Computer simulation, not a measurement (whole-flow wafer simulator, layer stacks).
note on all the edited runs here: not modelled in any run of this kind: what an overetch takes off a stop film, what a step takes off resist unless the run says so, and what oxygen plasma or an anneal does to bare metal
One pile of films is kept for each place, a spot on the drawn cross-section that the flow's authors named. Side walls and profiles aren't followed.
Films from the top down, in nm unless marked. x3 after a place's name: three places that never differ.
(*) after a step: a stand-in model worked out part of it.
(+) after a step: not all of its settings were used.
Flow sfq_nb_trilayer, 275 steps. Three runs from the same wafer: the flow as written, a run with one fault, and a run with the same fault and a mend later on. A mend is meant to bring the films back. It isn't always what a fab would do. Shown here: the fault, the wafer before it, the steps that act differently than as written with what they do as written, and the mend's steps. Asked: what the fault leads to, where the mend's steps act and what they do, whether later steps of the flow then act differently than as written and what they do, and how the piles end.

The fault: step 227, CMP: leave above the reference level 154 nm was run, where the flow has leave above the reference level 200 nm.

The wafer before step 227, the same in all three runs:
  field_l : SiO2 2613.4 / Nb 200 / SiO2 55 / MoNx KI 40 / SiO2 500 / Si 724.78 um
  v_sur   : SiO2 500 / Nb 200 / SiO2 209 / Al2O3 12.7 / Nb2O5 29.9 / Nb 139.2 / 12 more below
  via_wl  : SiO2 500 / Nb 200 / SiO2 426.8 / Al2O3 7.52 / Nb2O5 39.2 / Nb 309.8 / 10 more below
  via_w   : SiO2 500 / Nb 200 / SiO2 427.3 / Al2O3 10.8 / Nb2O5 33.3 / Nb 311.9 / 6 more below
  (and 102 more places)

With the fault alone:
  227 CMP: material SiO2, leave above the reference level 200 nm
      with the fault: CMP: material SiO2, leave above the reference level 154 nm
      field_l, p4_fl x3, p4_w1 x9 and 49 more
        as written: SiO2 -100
        with the fault: SiO2 -146
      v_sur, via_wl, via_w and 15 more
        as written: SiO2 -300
        with the fault: SiO2 -346
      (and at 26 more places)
  Later steps of the flow that act differently than as written (4 more steps differ only slightly, by at most 2% or 0.5 nm, whichever is larger, and aren't shown):
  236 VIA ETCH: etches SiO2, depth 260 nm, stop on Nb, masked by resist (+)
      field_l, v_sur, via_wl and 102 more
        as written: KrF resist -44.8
        with the fault: KrF resist -39.8
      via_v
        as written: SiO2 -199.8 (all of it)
        with the fault: SiO2 -153.8 (all of it)
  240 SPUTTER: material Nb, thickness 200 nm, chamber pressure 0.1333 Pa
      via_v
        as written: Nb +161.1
        with the fault: Nb +172.2
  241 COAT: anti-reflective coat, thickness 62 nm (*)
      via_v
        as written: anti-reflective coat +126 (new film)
        with the fault: anti-reflective coat +114.3 (new film)
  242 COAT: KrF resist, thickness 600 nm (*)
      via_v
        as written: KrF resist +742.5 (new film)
        with the fault: KrF resist +704.5 (new film)
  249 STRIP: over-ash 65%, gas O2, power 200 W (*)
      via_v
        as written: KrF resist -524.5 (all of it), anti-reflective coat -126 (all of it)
        with the fault: KrF resist -486.6 (all of it), anti-reflective coat -114.3 (all of it)
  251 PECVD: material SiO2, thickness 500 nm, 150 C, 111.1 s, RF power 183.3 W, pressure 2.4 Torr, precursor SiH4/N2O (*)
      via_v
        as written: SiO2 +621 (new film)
        with the fault: SiO2 +537.8 (new film)
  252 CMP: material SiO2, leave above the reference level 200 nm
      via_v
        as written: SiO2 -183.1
        with the fault: SiO2 -157.1
  At the end the piles differ from the flow's by more than 2% or 0.5 nm, whichever is larger, at v_sur, via_wl, via_w and 80 more.
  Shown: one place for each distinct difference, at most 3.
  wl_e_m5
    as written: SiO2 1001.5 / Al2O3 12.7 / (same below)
    with the fault: SiO2 955.5 / Al2O3 12.7 / (same below)
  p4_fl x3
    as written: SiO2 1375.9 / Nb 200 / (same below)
    with the fault: SiO2 1329.9 / Nb 200 / (same below)
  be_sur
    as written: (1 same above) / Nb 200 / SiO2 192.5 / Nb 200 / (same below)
    with the fault: (1 same above) / Nb 200 / SiO2 146.5 / Nb 200 / (same below)

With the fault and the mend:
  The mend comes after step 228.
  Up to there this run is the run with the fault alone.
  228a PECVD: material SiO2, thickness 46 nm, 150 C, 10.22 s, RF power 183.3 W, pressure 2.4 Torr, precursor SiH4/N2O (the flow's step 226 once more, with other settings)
      field_l, v_sur, via_wl and 103 more
        SiO2 +46
  No later step of the flow acts differently than as written, at any place that is followed, by more than 2% or 0.5 nm, whichever is larger.
  At the end the piles are the same as the flow's at every place that both follow.
